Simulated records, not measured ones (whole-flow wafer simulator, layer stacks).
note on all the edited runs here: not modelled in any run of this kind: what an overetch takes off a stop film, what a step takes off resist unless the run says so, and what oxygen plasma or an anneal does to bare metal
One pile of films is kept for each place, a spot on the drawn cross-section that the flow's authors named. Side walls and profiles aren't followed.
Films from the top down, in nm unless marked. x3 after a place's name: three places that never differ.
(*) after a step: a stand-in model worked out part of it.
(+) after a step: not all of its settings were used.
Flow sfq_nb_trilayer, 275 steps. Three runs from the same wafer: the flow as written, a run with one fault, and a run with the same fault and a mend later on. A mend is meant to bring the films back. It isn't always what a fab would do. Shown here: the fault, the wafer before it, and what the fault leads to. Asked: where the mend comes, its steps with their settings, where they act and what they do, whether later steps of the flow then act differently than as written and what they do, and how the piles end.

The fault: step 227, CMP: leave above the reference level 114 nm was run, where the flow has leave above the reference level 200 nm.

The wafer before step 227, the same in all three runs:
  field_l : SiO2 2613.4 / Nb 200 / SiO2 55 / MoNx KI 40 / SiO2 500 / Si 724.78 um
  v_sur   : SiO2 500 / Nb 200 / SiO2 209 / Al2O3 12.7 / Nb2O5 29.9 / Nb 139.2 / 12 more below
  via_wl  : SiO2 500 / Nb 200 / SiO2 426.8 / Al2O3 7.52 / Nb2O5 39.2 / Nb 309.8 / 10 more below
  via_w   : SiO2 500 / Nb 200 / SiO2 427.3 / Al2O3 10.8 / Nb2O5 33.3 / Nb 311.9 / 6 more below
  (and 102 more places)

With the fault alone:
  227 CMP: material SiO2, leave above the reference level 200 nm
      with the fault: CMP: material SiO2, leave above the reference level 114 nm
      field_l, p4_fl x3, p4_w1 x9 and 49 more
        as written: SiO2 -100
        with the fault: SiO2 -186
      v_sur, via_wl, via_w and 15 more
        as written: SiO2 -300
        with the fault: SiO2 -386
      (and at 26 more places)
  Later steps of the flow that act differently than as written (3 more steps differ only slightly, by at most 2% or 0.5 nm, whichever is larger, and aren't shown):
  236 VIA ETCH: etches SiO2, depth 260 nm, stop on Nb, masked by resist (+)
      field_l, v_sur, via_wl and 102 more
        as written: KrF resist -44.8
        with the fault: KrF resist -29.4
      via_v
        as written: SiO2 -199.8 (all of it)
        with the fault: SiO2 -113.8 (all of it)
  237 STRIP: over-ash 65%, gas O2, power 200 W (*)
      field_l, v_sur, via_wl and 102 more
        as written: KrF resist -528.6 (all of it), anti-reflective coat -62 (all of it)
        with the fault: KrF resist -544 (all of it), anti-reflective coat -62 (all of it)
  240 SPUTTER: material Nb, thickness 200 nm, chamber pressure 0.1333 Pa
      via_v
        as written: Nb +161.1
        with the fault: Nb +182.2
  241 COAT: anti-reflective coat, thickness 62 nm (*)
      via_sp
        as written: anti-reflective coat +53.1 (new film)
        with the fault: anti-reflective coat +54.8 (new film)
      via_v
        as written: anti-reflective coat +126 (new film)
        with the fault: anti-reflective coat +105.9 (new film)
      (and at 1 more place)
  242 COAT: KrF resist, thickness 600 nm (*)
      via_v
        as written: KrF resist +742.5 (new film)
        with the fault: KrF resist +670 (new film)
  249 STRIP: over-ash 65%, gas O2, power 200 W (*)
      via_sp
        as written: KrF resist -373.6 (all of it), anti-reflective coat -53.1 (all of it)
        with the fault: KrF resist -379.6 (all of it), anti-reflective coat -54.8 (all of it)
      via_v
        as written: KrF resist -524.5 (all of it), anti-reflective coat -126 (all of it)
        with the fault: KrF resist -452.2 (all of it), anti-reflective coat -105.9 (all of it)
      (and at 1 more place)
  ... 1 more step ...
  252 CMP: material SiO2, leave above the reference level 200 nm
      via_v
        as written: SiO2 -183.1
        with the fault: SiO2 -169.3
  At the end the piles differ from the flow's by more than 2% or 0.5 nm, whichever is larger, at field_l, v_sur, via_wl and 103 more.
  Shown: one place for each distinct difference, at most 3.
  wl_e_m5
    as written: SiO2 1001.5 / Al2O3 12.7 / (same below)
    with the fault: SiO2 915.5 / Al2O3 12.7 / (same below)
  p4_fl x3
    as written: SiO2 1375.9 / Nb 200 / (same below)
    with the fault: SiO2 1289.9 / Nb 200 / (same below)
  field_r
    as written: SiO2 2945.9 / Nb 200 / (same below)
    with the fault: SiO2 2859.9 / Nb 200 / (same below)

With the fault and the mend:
  The mend comes after step 234.
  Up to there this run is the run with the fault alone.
  234a STRIP: over-ash 65%, gas O2, power 200 W (*)
      field_l, v_sur, via_wl and 102 more
        KrF resist -625.1 (all of it), anti-reflective coat -62 (all of it)
      via_v
        anti-reflective coat -62 (all of it)
  234b PECVD: material SiO2, thickness 86 nm, 150 C, 19.11 s, RF power 183.3 W, pressure 2.4 Torr, precursor SiH4/N2O (the flow's step 226 once more, with other settings)
      field_l, v_sur, via_wl and 103 more
        SiO2 +86
  234c COAT: anti-reflective coat, thickness 62 nm (the flow's step 229 once more)
      field_l, v_sur, via_wl and 103 more
        anti-reflective coat +62 (new film)
  234d COAT: KrF resist, thickness 650 nm (the flow's step 230 once more)
      field_l, v_sur, via_wl and 103 more
        KrF resist +650 (new film)
  234e SOFTBAKE: KrF resist (the flow's step 231 once more)
      changes no film at any place that is followed
  234f EXPOSE: photomask I6, dose 11.91 mJ/cm2, NA 0.6, wavelength 248 nm (*) (the flow's step 232 once more)
      changes no film at any place that is followed
  234g PEB: KrF resist, 90 s (the flow's step 233 once more)
      field_l, v_sur, via_wl and 103 more
        KrF resist -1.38
  234h DEVELOP: KrF resist, thickness 650 nm, 60 s (the flow's step 234 once more)
      field_l, v_sur, via_wl and 102 more
        KrF resist -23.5
      via_v
        KrF resist -648.6 (all of it)
  No later step of the flow acts differently than as written at any place that is followed.
  At the end the piles are the same as the flow's at every place that both follow.
